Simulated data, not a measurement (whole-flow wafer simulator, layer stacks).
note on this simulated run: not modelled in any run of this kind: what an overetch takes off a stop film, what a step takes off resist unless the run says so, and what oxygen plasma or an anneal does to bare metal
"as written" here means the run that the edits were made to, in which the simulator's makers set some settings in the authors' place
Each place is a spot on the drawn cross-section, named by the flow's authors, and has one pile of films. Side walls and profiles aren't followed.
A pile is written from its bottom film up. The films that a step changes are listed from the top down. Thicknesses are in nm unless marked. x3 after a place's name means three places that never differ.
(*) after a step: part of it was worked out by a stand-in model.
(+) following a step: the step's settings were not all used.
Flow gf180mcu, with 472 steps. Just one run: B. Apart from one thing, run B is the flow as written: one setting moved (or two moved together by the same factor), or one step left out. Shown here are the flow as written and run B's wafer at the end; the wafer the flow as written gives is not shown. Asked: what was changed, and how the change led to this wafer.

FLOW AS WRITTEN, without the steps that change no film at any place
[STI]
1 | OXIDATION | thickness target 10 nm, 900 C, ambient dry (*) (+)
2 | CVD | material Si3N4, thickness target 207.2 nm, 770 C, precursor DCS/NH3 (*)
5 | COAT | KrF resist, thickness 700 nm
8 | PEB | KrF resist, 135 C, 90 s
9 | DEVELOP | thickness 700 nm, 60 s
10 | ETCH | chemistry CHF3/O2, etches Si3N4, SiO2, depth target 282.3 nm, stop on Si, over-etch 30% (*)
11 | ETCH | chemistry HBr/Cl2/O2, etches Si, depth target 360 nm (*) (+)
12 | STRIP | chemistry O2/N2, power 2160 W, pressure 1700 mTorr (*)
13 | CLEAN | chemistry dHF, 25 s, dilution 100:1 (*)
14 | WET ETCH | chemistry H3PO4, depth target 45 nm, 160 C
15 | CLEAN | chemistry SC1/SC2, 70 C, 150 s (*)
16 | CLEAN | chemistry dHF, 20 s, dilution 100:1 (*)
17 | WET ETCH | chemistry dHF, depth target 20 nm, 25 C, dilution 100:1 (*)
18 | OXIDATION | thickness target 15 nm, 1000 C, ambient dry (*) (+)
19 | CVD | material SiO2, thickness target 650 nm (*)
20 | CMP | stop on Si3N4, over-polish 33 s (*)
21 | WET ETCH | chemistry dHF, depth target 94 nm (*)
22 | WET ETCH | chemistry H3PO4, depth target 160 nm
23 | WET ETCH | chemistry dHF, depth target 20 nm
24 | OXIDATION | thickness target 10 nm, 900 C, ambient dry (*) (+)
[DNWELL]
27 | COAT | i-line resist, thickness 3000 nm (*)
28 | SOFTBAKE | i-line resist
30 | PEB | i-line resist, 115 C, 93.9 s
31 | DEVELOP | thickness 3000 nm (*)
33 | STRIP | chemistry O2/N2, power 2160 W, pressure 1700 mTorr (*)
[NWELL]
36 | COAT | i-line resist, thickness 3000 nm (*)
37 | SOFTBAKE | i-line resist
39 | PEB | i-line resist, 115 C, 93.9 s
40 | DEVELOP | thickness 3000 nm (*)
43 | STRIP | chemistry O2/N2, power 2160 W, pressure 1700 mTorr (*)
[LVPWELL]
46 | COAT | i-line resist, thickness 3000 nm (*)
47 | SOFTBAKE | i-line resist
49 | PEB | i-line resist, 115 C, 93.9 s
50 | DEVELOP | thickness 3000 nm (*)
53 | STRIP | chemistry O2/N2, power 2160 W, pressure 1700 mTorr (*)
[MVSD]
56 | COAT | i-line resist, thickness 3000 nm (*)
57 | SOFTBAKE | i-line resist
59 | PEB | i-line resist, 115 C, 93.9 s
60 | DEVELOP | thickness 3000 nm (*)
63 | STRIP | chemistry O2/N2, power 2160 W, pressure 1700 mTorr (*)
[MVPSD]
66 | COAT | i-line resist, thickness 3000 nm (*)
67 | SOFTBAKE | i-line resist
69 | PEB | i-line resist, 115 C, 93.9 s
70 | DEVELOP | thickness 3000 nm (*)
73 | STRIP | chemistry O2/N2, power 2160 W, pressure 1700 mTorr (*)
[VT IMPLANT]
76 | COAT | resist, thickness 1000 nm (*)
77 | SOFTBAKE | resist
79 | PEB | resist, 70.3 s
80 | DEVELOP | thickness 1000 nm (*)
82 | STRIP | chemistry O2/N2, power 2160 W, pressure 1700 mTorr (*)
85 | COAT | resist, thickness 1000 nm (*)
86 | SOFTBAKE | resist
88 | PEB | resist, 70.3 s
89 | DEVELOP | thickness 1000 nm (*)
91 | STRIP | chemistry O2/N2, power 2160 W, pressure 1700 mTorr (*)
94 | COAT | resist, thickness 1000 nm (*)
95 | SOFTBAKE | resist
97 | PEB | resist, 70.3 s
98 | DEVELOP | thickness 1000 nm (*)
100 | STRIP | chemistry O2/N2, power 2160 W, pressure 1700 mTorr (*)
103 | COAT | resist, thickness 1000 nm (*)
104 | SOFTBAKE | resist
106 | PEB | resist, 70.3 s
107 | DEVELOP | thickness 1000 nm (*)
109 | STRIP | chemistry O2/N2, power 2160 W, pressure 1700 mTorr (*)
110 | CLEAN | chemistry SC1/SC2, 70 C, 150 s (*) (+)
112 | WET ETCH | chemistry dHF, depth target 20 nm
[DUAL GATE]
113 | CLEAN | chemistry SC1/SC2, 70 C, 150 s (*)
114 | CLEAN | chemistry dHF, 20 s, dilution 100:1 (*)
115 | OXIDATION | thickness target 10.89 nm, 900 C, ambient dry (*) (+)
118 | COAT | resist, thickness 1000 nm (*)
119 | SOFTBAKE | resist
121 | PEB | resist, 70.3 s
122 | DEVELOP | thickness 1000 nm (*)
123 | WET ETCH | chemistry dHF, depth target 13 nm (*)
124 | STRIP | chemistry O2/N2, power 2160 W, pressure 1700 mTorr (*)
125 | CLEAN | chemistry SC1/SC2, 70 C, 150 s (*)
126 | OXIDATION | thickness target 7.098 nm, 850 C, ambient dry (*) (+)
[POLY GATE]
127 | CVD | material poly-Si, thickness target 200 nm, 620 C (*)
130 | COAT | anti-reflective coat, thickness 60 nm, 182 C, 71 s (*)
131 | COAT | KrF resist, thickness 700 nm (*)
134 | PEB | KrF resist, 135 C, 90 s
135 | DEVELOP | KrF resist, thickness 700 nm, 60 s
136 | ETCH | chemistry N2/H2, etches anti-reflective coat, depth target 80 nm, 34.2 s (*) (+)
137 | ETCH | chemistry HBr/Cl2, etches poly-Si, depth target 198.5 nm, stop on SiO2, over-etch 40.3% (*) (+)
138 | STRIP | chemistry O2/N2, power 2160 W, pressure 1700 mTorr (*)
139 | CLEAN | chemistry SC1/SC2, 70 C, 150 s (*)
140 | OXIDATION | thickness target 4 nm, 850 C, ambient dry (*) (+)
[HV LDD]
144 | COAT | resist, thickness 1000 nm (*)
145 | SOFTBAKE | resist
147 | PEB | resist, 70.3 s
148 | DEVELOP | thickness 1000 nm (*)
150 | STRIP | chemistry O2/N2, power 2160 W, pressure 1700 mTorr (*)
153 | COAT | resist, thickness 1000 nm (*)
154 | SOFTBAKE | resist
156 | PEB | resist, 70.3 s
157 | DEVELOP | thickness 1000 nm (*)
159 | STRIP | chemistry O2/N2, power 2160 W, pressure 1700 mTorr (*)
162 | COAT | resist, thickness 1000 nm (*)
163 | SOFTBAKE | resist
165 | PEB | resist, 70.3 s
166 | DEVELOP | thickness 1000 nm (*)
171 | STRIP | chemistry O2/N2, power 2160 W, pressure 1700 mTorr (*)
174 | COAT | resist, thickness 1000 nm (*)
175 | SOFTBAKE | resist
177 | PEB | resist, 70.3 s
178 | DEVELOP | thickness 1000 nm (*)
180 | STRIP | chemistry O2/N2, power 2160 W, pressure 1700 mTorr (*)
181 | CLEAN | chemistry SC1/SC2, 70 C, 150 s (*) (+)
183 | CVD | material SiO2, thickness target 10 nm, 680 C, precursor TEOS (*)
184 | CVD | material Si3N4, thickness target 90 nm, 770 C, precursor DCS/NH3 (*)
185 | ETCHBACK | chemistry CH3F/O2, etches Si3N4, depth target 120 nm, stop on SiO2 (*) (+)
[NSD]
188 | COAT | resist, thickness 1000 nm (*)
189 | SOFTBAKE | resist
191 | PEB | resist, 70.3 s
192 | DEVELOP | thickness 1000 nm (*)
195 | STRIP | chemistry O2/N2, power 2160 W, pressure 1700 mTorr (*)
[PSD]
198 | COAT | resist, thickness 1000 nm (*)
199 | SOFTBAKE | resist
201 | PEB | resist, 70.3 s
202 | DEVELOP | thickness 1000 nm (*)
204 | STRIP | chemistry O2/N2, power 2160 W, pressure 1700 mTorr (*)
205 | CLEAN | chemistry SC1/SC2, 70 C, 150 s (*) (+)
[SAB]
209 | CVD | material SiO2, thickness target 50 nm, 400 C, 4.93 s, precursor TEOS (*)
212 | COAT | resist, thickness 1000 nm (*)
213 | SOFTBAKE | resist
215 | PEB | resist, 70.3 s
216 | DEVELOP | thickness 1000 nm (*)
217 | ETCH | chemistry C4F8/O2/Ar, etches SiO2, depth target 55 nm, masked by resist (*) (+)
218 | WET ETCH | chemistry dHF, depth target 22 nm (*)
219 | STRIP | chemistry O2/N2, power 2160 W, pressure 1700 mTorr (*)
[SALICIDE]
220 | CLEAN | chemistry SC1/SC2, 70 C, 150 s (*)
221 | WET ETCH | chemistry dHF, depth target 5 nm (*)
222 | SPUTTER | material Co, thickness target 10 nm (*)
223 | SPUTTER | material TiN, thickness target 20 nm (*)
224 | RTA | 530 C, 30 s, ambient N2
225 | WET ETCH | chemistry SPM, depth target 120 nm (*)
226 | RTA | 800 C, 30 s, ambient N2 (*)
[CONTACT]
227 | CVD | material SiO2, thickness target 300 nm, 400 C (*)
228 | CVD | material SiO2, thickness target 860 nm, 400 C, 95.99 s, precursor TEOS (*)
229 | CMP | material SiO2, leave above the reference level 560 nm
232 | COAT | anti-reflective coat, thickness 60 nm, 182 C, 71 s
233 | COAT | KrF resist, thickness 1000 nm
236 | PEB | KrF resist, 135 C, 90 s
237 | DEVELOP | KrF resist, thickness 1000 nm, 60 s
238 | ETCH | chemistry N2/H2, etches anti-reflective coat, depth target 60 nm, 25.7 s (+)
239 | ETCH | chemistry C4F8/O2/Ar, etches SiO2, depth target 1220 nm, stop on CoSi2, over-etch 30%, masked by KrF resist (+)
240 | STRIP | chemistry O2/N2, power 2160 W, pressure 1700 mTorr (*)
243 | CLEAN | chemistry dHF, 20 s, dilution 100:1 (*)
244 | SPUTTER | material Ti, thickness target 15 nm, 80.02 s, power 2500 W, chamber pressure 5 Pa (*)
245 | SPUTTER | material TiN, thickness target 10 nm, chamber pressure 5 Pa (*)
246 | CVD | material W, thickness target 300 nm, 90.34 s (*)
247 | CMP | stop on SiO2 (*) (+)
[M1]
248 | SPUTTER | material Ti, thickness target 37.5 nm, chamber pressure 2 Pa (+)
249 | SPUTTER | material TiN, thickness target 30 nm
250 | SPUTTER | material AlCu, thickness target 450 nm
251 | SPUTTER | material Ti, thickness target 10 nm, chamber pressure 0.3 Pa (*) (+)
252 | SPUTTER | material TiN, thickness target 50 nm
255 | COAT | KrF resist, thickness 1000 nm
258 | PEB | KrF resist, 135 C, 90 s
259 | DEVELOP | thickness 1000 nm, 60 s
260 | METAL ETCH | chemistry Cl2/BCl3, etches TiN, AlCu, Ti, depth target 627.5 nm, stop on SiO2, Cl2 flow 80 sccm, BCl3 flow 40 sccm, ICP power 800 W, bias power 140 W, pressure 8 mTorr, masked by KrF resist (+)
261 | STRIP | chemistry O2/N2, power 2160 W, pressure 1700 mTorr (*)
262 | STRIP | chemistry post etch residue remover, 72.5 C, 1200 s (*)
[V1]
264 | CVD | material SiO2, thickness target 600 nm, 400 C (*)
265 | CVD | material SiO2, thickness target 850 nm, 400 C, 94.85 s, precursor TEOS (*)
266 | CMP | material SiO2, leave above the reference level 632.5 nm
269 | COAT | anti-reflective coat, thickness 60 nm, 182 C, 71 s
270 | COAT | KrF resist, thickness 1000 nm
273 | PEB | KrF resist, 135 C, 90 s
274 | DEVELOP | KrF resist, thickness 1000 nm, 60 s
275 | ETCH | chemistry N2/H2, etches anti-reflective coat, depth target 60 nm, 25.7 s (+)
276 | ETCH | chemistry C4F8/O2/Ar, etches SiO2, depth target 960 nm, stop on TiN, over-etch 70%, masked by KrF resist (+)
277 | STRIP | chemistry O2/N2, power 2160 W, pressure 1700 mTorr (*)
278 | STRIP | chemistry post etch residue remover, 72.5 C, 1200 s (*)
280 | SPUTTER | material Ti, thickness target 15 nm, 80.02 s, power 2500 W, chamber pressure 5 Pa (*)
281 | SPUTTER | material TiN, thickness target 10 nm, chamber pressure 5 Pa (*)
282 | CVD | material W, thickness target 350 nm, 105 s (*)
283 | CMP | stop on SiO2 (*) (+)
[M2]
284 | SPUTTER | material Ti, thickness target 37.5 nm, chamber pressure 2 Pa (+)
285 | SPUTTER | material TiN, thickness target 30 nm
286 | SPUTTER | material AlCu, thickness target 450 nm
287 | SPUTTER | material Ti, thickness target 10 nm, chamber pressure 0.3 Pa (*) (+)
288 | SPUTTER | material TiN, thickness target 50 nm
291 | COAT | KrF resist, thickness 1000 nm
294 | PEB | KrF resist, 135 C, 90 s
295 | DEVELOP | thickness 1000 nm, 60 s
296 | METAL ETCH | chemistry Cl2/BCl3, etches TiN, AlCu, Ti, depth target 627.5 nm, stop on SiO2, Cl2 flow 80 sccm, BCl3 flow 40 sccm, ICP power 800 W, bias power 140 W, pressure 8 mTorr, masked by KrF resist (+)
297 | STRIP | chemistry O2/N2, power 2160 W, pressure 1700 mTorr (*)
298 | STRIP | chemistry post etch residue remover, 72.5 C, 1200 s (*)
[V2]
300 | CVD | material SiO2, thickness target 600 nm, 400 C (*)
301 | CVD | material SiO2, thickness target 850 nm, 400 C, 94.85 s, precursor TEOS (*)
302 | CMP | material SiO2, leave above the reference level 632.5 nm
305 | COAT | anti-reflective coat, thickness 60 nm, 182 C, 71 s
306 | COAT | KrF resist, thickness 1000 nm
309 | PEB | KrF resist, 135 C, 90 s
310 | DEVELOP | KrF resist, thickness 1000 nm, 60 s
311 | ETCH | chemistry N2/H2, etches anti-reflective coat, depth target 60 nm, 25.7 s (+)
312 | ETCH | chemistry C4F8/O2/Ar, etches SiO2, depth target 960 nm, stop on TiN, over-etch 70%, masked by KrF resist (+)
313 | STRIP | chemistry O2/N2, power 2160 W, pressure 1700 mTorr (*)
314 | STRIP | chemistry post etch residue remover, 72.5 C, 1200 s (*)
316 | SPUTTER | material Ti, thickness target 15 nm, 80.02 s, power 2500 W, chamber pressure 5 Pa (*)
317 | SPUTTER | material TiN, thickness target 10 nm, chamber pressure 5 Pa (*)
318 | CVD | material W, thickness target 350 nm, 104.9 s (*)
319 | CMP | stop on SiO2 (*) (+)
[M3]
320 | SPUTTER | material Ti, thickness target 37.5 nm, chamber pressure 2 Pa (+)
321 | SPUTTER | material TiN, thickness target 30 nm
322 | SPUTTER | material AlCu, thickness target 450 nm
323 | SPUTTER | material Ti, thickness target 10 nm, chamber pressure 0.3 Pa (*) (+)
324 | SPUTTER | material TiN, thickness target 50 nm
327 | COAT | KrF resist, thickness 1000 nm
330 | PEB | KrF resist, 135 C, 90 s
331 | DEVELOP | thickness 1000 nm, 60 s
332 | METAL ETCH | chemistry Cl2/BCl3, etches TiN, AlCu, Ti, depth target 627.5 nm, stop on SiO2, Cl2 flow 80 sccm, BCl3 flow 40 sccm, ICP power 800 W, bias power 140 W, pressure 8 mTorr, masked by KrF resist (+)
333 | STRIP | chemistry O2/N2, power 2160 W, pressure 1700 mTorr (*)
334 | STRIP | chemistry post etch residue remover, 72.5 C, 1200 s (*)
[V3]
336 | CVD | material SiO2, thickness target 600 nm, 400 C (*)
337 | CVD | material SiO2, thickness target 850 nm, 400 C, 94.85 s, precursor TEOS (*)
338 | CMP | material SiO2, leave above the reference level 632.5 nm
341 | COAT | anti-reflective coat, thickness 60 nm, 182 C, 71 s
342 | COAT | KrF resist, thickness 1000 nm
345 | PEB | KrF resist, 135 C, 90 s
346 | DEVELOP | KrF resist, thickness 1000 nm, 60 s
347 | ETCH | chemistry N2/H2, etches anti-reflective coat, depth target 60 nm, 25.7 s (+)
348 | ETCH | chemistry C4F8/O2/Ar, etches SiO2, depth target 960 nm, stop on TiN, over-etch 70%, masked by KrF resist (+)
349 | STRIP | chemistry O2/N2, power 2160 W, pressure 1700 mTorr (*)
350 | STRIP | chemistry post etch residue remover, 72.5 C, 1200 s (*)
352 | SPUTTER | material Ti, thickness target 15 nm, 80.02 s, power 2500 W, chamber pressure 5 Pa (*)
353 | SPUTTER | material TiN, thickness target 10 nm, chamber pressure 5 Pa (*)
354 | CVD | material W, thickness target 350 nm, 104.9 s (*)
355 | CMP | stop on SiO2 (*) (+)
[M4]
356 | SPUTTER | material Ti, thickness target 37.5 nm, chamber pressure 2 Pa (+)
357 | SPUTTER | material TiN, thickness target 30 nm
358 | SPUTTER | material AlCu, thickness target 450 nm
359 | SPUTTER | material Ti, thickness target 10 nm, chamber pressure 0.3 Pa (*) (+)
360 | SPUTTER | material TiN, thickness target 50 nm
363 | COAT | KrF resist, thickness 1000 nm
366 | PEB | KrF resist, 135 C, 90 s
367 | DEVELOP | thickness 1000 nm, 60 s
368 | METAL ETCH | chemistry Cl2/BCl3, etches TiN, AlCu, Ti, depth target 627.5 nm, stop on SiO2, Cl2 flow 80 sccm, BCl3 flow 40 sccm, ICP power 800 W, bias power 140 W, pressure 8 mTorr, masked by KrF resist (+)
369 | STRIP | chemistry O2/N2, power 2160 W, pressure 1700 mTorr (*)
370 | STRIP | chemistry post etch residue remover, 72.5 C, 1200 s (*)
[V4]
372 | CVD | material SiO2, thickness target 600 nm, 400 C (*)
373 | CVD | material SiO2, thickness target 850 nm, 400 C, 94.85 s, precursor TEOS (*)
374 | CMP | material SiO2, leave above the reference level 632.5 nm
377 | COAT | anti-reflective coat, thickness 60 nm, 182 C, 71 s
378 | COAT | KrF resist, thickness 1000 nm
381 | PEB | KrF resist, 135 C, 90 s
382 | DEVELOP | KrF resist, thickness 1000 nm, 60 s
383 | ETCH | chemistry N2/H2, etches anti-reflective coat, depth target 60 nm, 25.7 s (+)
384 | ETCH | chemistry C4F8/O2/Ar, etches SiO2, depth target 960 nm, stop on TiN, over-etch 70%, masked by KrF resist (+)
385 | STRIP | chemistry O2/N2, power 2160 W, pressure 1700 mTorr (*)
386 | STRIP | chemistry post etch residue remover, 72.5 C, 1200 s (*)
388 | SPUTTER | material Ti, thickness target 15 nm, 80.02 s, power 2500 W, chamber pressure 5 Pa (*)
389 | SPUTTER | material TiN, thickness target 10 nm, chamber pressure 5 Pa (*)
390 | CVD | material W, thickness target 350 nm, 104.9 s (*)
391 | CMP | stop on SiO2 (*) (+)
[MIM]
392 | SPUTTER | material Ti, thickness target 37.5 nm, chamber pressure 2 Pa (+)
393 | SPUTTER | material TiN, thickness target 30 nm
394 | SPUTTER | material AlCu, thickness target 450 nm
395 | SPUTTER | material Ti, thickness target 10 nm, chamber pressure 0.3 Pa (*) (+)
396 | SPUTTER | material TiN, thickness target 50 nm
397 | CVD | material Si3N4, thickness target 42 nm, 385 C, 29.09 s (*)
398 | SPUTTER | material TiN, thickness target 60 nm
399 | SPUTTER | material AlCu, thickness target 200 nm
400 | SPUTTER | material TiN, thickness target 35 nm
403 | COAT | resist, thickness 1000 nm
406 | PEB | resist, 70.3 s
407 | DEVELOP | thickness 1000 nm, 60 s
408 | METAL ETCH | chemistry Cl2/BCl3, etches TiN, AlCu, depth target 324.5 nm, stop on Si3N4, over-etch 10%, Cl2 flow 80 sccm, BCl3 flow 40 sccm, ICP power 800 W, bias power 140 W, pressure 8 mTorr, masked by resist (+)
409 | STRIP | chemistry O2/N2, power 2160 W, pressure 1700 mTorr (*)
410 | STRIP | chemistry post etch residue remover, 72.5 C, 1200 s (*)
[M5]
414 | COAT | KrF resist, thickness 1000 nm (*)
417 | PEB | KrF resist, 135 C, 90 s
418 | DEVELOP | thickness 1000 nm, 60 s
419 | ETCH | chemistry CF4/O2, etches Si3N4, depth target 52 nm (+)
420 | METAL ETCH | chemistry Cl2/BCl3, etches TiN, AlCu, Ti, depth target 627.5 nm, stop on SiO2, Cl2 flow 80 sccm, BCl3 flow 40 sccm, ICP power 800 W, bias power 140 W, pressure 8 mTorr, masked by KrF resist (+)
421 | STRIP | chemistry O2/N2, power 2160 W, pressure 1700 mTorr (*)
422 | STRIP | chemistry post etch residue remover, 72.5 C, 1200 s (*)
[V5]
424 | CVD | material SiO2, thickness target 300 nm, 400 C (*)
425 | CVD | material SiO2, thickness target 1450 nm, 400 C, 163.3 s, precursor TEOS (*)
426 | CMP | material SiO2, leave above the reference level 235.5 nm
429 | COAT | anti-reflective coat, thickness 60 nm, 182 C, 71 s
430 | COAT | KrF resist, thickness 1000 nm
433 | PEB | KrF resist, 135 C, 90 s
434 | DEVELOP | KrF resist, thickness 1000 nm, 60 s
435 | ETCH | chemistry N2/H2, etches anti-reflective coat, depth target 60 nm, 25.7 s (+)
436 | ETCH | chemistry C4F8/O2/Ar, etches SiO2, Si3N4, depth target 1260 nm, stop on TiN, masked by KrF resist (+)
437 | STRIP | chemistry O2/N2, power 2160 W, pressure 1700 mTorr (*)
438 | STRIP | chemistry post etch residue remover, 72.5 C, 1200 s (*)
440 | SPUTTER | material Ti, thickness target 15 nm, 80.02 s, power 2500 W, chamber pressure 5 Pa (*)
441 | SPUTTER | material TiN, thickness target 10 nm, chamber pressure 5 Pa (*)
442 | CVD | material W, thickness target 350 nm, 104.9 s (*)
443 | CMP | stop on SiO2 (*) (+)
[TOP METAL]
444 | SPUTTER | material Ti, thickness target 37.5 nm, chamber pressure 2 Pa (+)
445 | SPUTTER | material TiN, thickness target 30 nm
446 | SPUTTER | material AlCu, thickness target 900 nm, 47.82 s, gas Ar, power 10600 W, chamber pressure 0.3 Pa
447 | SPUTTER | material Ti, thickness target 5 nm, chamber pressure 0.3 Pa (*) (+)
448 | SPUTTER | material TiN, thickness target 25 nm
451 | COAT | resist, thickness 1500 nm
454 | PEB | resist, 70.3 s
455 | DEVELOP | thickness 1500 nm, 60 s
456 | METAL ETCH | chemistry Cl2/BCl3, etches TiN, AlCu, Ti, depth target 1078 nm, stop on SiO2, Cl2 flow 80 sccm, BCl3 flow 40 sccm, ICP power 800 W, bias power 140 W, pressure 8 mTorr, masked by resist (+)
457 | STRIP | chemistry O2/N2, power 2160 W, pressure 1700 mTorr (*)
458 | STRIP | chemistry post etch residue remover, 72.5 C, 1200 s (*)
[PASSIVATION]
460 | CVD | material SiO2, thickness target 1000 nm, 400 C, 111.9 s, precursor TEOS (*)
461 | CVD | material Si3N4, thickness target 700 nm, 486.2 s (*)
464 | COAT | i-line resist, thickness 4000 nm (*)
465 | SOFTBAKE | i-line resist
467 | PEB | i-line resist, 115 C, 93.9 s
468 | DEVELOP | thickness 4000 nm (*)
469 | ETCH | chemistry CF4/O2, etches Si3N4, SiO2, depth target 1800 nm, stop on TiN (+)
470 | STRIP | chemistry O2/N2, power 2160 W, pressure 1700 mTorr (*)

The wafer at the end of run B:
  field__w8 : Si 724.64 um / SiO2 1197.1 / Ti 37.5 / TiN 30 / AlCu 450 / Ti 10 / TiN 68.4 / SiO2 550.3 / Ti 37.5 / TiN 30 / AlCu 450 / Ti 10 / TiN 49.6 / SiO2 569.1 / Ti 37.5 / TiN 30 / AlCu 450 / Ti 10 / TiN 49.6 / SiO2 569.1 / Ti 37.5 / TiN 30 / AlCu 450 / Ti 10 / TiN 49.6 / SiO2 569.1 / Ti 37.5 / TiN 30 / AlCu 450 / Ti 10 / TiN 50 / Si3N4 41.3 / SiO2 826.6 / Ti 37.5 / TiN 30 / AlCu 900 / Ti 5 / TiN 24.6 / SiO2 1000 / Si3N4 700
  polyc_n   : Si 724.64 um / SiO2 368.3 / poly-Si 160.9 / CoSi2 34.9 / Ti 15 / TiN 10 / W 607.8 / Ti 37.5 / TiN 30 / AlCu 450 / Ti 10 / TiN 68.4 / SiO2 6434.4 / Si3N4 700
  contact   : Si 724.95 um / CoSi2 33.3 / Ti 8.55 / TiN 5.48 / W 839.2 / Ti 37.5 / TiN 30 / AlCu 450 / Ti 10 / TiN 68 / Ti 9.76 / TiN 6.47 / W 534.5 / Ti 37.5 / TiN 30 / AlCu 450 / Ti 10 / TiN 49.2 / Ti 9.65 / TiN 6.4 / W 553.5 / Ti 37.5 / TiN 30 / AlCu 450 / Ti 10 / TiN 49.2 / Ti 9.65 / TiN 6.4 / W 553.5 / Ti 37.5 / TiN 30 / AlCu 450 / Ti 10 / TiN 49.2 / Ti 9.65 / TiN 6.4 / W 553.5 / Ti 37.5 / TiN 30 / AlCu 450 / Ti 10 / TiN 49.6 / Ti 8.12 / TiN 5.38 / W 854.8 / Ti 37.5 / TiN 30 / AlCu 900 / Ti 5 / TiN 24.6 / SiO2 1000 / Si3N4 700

The reason: step 252, SPUTTER: thickness target 68.8 nm was run, whereas the flow has thickness target 50 nm.

The path from the change to this, step by step:
  252 | SPUTTER | material TiN, thickness target 50 nm
      field, field__w1, field__w2 and 108 more: +68.8 TiN (new film) (in the flow as written it would be: +50 TiN (new film))
  260 | METAL ETCH | chemistry Cl2/BCl3, etches TiN, AlCu, Ti, depth target 627.5 nm, stop on SiO2, Cl2 flow 80 sccm, BCl3 flow 40 sccm, ICP power 800 W, bias power 140 W, pressure 8 mTorr, masked by KrF resist (+)
      field, field__w1, field__w2 and 99 more: -68.8 TiN (all of it), -10 Ti (all of it), -450 AlCu (all of it), -30 TiN (all of it), -37.5 Ti (all of it) (in the flow as written it would be: -50 TiN (all of it), -10 Ti (all of it), -450 AlCu (all of it), -30 TiN (all of it), -37.5 Ti (all of it))
  266 | CMP | material SiO2, leave above the reference level 632.5 nm
      field__w8, contact, m1 and 6 more: -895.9 SiO2 (in the flow as written it would be: -877.1 SiO2)
  276 | ETCH | chemistry C4F8/O2/Ar, etches SiO2, depth target 960 nm, stop on TiN, over-etch 70%, masked by KrF resist (+)
      contact: -553.7 SiO2 (all of it) (in the flow as written it would be: -572.5 SiO2 (all of it))
  282 | CVD | material W, thickness target 350 nm, 105 s (*)
      contact: +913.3 W (new film) (in the flow as written it would be: +932.3 W (new film))
